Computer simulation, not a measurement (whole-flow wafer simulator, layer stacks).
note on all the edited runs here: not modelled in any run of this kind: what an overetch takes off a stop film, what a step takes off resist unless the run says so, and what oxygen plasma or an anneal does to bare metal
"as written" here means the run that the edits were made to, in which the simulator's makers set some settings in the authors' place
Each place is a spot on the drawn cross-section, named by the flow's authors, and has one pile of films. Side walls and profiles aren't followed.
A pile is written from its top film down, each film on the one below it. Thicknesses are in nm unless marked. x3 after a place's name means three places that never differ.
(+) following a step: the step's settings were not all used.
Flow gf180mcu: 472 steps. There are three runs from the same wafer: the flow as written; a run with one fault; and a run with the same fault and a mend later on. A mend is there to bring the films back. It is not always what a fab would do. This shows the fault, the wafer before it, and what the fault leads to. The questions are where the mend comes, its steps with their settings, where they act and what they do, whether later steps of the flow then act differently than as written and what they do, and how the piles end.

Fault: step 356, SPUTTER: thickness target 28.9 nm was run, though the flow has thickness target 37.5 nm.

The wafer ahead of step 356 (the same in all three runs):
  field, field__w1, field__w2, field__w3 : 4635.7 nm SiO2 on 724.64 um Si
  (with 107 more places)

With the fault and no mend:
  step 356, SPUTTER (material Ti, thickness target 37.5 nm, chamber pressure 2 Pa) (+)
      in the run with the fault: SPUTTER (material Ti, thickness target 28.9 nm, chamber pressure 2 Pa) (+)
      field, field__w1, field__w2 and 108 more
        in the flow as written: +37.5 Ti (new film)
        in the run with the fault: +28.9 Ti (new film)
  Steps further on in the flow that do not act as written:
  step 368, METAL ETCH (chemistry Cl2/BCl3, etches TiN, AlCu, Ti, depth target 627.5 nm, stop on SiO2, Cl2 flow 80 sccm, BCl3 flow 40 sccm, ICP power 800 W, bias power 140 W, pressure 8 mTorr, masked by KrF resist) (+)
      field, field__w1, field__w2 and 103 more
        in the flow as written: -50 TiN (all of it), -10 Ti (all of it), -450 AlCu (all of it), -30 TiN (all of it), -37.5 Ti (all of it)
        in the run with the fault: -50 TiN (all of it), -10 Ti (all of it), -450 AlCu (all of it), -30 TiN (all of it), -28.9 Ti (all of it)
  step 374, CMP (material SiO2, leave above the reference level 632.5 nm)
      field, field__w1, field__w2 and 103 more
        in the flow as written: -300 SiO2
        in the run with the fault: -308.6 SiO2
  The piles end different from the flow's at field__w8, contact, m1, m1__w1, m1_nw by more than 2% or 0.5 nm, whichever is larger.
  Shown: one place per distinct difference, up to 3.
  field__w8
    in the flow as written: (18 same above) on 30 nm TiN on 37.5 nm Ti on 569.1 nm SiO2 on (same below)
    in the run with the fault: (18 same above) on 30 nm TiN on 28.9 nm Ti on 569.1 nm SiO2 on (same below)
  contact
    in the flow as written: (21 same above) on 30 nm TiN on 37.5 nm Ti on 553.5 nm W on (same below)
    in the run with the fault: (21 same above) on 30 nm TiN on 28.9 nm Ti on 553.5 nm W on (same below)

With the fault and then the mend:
  After step 356 comes the mend.
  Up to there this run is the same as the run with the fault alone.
  step 356a, SPUTTER (material Ti, thickness target 8.6 nm, chamber pressure 2 Pa) (+) (the flow's step 356 again, with other settings)
      field, field__w1, field__w2 and 108 more
        +8.6 Ti
  Every later step of the flow that is run acts as written at every place that is followed.
  The piles end the same as the flow's at every place that both follow.
